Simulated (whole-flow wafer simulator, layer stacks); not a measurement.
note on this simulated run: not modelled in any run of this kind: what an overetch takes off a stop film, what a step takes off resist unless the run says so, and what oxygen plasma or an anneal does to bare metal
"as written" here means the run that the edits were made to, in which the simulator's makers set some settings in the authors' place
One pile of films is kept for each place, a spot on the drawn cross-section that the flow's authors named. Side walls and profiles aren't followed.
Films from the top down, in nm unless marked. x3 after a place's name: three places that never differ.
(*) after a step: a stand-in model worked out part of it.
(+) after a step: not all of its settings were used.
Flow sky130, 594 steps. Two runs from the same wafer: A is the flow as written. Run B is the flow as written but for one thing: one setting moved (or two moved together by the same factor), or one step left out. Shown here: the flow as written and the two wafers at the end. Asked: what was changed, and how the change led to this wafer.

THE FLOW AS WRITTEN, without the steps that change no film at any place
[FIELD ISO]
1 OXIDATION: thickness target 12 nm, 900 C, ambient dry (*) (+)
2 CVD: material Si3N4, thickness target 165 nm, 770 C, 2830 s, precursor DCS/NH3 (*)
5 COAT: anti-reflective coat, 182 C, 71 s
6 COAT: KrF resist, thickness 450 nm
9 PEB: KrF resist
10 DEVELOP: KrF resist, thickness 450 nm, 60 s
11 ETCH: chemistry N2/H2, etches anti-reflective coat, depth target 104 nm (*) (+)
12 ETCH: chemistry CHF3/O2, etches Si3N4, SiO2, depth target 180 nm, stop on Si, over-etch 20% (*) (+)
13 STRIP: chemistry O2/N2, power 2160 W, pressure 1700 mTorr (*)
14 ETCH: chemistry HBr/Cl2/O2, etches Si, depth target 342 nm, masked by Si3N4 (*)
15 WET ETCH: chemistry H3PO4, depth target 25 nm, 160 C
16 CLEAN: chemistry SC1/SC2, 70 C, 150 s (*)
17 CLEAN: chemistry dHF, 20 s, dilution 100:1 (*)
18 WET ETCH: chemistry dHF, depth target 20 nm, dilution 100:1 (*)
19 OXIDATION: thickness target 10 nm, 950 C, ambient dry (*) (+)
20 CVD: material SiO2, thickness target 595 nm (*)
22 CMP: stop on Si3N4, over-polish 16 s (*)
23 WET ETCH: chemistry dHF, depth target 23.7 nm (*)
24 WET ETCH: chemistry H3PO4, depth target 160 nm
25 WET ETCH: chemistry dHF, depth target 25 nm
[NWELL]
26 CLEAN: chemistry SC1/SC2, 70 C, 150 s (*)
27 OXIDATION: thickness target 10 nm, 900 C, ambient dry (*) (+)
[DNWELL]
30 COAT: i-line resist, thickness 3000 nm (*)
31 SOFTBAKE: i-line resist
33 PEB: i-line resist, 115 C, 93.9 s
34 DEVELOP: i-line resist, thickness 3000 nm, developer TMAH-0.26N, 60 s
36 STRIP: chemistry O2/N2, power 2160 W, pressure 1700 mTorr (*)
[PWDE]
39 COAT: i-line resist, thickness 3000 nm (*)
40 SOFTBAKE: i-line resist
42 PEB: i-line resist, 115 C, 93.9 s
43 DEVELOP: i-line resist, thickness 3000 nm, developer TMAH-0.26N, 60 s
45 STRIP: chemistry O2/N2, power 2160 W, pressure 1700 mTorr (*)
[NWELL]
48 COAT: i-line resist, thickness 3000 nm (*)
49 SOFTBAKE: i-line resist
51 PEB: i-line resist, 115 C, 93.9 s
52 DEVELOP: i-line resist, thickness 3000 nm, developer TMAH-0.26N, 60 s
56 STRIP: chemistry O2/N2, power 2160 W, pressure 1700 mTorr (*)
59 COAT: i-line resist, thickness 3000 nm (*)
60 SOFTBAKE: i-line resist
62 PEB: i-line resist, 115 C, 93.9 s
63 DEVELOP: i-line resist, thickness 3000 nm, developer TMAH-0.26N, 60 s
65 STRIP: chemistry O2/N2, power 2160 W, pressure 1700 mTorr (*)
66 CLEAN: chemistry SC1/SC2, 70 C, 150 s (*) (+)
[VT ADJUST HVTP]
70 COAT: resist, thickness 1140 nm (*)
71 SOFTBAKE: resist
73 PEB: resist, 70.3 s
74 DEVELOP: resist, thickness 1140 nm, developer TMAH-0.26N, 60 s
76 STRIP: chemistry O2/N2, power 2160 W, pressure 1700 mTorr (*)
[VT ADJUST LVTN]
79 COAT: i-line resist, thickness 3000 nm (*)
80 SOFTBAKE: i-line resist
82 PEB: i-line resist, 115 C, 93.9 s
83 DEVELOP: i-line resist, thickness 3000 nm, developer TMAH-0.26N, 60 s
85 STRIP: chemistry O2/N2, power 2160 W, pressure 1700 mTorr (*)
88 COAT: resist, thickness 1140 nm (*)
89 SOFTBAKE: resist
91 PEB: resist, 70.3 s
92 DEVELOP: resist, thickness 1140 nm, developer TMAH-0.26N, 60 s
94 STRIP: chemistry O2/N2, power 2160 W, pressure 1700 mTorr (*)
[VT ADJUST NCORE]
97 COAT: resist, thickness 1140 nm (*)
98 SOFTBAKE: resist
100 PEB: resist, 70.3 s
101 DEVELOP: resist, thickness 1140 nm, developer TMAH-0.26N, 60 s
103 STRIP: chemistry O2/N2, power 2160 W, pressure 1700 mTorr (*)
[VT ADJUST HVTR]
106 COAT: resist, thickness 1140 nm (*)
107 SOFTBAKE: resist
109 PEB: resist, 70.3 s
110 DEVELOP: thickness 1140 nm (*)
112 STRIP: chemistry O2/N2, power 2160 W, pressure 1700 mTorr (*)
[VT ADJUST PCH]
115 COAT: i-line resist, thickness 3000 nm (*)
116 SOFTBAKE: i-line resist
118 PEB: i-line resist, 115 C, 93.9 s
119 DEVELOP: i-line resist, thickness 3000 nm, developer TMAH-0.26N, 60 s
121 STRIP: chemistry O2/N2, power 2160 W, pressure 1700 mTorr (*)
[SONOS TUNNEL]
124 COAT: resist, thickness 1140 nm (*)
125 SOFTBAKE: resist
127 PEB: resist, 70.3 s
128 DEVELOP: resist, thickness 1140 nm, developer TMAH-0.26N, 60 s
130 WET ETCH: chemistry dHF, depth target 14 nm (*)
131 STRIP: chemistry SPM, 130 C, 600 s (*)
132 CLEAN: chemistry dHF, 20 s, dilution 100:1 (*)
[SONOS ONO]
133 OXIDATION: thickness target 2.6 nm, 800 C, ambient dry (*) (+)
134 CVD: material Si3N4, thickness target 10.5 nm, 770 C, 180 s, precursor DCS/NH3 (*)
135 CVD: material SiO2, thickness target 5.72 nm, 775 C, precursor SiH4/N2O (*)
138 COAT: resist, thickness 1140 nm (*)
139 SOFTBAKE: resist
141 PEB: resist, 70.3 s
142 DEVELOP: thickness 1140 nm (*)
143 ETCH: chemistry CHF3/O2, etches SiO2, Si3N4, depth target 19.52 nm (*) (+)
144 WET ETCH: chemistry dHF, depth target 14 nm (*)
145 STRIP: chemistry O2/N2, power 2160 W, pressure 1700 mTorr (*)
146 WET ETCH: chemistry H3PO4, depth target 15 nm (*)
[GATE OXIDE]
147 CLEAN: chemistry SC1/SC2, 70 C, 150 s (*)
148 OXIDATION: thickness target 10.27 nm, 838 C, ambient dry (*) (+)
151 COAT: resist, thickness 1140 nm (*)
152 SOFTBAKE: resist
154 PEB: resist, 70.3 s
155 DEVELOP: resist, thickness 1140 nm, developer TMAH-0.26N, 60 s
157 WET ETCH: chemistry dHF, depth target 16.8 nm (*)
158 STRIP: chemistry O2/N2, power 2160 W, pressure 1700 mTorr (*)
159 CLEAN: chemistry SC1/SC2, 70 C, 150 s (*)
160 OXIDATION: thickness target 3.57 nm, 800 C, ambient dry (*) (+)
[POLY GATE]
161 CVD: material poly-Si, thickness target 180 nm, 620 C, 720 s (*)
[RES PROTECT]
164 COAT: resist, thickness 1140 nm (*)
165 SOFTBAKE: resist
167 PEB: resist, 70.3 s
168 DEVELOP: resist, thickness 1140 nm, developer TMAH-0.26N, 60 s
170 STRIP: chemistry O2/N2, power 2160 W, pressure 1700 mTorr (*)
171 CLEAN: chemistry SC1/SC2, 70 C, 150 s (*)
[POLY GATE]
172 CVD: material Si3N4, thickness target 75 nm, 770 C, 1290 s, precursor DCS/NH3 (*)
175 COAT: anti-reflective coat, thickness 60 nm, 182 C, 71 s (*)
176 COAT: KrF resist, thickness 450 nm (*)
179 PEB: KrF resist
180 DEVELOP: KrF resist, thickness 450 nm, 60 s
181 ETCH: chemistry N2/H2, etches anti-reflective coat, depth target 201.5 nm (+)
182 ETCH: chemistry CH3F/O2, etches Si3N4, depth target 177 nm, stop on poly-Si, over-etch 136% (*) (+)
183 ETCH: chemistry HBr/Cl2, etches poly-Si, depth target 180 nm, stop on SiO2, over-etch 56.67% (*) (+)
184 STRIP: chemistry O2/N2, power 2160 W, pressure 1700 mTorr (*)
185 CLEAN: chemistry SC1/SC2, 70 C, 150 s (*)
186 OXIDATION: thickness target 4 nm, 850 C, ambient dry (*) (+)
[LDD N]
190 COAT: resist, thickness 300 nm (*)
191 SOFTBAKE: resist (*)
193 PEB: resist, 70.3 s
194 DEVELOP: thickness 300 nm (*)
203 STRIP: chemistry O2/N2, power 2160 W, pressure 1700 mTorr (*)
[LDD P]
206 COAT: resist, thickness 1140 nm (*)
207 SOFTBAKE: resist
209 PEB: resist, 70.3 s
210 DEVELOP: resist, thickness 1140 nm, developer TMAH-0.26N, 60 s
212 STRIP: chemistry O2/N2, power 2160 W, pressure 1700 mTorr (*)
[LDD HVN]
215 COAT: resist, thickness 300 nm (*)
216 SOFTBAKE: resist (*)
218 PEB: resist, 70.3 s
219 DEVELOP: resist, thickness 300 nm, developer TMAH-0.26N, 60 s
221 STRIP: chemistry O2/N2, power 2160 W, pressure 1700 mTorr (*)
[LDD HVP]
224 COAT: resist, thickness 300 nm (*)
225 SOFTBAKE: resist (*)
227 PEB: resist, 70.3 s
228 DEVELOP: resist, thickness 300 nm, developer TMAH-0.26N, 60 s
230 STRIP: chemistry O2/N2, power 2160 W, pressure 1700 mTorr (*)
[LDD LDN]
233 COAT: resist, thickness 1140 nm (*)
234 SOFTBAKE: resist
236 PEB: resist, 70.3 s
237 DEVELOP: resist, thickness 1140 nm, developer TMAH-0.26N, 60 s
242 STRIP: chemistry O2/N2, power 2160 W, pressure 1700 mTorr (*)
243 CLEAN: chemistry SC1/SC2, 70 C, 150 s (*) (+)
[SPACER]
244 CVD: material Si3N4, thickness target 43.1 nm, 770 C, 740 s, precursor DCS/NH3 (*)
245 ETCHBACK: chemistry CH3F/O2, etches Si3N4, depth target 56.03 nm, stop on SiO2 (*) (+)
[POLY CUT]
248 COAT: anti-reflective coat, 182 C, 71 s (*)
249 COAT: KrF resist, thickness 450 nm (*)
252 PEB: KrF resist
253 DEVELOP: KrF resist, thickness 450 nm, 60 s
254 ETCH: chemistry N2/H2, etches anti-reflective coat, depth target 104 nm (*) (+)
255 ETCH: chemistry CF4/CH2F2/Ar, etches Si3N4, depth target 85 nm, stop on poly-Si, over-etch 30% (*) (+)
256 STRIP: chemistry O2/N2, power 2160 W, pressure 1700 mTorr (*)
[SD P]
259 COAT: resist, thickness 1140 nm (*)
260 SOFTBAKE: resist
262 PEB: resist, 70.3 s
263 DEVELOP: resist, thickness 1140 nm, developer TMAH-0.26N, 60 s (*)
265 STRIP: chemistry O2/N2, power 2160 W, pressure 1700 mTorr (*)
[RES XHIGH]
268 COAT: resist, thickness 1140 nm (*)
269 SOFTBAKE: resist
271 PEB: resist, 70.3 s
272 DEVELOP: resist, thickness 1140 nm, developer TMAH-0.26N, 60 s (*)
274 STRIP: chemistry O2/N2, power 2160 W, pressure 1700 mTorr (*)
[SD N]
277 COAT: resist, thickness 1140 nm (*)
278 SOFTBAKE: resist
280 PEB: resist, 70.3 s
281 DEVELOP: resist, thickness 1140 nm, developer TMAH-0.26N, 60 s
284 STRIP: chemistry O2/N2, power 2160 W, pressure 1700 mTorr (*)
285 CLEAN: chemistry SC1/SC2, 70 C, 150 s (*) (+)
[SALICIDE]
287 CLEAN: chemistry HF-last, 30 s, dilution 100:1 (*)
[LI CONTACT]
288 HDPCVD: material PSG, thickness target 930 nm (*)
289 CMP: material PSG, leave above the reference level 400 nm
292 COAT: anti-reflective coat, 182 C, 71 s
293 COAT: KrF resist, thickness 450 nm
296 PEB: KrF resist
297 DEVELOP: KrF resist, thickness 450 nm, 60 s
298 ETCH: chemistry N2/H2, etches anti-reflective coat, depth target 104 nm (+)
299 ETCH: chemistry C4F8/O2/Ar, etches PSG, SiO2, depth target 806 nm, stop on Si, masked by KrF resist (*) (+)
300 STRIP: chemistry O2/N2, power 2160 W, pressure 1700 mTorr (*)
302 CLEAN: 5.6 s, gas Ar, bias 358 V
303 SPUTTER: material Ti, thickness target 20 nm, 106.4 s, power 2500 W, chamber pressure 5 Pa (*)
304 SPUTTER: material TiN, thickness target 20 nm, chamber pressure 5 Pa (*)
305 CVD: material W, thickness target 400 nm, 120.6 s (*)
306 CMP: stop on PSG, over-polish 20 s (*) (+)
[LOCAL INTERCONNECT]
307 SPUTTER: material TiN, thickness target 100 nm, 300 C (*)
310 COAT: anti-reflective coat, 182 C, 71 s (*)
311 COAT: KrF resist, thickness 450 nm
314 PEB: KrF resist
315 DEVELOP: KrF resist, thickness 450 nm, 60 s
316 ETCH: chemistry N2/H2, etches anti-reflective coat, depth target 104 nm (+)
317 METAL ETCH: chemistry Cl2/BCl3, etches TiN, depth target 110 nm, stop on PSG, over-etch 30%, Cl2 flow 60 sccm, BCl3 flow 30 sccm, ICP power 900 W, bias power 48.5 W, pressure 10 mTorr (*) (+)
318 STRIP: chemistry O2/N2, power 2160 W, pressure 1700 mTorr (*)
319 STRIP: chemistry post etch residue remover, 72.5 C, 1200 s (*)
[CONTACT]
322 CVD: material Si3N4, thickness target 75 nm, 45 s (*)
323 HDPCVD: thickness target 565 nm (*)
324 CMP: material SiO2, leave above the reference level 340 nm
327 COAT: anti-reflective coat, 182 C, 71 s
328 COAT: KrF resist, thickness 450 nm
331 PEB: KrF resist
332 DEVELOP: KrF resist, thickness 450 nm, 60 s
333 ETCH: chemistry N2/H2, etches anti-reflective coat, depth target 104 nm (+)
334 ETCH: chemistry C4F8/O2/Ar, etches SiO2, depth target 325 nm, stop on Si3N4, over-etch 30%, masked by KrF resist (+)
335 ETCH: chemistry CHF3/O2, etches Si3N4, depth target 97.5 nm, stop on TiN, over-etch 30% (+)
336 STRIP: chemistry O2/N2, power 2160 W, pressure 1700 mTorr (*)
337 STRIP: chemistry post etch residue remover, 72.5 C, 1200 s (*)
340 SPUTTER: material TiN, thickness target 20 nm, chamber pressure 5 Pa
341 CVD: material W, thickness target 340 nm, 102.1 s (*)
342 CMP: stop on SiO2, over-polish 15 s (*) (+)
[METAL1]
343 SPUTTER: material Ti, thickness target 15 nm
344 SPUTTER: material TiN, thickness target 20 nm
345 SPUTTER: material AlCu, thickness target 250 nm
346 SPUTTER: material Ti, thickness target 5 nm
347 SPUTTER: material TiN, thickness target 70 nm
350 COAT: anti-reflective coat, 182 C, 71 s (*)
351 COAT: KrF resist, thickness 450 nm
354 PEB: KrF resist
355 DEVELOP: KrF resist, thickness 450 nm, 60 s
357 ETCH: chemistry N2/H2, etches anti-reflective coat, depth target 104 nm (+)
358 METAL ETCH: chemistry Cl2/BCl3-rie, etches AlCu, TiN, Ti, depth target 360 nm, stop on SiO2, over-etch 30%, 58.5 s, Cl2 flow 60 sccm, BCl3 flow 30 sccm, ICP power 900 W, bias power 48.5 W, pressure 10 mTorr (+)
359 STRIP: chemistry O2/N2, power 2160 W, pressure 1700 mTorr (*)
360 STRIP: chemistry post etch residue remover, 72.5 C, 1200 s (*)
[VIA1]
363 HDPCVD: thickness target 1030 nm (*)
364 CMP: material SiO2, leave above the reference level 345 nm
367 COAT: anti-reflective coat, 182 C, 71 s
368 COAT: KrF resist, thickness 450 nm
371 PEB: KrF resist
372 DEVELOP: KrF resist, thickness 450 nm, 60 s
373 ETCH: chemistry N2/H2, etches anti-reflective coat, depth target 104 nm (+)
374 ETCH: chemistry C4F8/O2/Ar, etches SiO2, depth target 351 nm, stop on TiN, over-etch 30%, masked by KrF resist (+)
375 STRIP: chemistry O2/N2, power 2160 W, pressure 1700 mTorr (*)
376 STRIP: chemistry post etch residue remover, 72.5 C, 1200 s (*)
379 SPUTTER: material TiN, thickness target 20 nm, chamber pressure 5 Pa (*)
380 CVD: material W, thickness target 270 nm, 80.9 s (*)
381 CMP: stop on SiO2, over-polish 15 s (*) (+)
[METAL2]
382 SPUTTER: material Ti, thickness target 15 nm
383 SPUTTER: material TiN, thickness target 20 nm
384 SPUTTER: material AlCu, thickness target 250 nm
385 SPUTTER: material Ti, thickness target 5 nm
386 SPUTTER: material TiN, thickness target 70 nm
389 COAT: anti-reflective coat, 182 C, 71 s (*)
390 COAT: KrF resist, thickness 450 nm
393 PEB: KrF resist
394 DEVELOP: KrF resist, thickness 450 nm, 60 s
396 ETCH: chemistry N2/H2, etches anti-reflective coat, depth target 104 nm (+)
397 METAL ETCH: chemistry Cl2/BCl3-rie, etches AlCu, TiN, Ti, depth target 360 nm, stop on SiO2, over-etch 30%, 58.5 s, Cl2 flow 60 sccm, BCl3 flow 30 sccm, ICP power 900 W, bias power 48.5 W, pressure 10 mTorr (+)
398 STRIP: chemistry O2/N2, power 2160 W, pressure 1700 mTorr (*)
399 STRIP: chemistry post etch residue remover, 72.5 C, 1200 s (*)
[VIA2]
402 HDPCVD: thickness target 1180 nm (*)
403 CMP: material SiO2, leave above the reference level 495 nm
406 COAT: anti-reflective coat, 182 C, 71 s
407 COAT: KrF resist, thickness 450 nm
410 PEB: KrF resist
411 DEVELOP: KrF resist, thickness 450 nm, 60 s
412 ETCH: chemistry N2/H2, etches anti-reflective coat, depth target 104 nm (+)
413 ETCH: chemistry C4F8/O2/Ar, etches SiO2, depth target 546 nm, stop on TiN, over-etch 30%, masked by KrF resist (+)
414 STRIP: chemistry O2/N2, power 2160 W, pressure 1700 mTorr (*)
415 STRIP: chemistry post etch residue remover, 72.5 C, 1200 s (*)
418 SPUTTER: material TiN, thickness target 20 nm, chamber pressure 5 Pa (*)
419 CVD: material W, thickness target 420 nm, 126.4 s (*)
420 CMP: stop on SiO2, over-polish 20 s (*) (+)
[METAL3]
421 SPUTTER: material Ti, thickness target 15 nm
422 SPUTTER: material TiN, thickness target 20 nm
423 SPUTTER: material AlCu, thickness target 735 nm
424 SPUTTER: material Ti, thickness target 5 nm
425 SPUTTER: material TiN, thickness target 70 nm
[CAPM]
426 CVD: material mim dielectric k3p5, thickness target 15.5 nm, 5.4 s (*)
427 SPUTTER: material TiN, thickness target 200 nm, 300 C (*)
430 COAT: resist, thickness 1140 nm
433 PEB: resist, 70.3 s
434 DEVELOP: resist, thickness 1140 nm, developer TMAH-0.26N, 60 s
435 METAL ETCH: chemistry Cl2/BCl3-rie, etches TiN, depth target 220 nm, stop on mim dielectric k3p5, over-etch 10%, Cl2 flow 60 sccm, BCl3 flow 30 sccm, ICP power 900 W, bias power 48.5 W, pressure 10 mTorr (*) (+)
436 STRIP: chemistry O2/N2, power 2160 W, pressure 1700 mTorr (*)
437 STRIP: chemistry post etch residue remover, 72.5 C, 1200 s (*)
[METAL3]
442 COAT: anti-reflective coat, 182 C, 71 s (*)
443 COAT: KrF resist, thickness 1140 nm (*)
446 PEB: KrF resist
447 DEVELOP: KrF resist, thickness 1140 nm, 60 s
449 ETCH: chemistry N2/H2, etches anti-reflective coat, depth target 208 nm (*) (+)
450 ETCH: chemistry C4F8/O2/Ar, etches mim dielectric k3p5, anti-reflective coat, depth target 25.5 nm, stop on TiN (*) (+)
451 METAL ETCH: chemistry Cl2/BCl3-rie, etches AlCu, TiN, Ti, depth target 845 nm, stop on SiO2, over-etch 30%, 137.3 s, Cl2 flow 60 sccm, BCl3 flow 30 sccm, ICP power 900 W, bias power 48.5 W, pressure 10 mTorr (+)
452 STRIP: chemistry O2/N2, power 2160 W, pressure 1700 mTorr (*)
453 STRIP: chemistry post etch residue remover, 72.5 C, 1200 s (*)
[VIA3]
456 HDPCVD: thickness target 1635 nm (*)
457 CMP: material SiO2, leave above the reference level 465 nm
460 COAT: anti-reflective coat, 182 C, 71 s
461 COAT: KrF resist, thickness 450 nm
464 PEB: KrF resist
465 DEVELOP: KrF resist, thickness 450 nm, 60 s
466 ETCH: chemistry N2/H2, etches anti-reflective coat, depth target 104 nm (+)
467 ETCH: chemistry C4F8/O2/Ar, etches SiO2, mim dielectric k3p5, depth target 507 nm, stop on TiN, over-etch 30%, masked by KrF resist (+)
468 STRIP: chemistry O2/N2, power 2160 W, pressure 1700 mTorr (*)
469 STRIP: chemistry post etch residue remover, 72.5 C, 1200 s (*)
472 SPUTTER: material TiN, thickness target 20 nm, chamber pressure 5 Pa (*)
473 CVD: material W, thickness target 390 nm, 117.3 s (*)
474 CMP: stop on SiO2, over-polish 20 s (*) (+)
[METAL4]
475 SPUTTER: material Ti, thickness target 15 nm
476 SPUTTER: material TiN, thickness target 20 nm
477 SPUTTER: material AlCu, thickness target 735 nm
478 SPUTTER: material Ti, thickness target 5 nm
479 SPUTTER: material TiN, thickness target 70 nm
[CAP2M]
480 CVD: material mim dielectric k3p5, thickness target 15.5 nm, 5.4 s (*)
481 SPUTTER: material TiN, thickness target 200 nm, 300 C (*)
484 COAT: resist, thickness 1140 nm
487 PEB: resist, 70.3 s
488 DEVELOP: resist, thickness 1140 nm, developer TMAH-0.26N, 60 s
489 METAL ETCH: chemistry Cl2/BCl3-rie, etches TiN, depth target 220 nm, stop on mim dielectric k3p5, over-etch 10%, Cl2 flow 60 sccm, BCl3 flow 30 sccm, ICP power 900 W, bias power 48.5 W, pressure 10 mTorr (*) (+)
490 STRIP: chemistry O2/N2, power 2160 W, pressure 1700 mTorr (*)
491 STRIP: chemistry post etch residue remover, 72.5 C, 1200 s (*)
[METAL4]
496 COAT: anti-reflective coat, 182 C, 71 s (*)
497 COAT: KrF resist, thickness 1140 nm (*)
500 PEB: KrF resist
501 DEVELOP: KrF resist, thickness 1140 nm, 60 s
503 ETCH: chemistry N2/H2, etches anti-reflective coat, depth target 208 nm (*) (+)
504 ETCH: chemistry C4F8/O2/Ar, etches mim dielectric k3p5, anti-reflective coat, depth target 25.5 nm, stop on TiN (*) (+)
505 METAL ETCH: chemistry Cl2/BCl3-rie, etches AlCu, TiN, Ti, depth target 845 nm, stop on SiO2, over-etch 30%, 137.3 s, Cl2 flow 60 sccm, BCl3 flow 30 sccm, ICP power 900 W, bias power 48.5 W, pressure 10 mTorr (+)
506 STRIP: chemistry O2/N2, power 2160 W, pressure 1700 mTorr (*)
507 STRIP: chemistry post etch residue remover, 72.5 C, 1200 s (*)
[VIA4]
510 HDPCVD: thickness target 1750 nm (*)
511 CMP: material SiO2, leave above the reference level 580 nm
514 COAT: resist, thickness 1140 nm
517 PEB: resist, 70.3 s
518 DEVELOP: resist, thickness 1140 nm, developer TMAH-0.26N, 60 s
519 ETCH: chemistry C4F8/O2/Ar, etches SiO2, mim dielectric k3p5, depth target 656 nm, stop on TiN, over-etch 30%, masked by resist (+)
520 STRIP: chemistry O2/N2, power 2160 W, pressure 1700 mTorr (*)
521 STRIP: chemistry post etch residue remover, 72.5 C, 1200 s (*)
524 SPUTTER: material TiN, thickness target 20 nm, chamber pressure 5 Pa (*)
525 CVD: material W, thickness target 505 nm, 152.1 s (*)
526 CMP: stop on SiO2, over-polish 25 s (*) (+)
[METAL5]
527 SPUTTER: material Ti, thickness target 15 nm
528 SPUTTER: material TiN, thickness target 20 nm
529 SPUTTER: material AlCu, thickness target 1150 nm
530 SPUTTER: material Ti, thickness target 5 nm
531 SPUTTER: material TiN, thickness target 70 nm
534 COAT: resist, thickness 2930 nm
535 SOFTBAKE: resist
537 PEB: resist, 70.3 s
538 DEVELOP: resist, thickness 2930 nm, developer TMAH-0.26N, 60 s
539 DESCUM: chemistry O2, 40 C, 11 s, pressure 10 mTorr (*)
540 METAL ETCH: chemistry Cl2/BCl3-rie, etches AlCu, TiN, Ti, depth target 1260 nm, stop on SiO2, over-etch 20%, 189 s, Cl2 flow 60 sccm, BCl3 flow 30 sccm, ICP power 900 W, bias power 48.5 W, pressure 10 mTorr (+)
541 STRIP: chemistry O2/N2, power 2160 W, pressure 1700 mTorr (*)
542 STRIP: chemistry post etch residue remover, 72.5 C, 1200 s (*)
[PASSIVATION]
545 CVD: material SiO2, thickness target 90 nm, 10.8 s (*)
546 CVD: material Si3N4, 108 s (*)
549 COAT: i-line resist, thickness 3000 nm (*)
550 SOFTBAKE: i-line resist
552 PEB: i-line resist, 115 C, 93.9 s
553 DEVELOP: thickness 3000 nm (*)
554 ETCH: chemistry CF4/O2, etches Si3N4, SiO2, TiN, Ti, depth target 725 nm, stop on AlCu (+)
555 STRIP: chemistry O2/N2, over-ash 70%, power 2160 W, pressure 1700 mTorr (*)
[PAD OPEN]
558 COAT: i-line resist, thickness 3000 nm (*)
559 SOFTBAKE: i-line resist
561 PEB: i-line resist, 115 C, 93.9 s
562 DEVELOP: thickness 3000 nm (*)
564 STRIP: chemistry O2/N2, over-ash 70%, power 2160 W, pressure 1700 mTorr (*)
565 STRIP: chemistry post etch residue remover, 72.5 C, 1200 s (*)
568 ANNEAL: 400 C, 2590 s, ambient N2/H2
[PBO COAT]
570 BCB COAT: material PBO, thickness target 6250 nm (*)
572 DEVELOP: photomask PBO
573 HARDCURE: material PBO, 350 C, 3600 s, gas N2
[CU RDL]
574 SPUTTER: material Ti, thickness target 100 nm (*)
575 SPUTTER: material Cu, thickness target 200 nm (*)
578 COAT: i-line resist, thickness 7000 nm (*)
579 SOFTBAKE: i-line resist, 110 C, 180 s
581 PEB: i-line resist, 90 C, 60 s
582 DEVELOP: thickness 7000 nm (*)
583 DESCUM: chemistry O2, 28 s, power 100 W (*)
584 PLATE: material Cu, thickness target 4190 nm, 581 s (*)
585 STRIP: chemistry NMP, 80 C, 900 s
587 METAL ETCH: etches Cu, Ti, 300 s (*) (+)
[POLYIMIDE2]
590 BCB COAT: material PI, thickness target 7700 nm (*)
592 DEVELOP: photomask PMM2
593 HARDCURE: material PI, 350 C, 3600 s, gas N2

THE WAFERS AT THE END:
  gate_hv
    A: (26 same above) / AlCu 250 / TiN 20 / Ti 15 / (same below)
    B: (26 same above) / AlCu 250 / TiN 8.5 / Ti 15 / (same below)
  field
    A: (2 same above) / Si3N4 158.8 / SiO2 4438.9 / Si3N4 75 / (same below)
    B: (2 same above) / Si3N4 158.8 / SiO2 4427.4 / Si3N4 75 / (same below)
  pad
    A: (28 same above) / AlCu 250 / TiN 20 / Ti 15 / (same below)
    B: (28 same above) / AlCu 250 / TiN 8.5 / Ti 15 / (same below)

The cause: step 344, SPUTTER: thickness target 8.5 nm was run, where the flow has thickness target 20 nm.
It can be read off the wafer: gate_hv has TiN 8.5, and step 344 as written asks for 20 nm.

How the change led to this, step by step:
  344 SPUTTER: material TiN, thickness target 20 nm
      field, active, n_well and 188 more: A TiN +20 (new film) | B TiN +8.5 (new film)
  358 METAL ETCH: chemistry Cl2/BCl3-rie, etches AlCu, TiN, Ti, depth target 360 nm, stop on SiO2, over-etch 30%, 58.5 s, Cl2 flow 60 sccm, BCl3 flow 30 sccm, ICP power 900 W, bias power 48.5 W, pressure 10 mTorr (+)
      field, active, gate and 81 more: A TiN -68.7 (all of it), Ti -5 (all of it), AlCu -250 (all of it), TiN -20 (all of it), Ti -15 (all of it), SiO2 -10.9 | B TiN -68.7 (all of it), Ti -5 (all of it), AlCu -250 (all of it), TiN -8.5 (all of it), Ti -15 (all of it), SiO2 -12.1
  364 CMP: material SiO2, leave above the reference level 345 nm
      field, active, gate and 81 more: A SiO2 -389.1 | B SiO2 -399.4
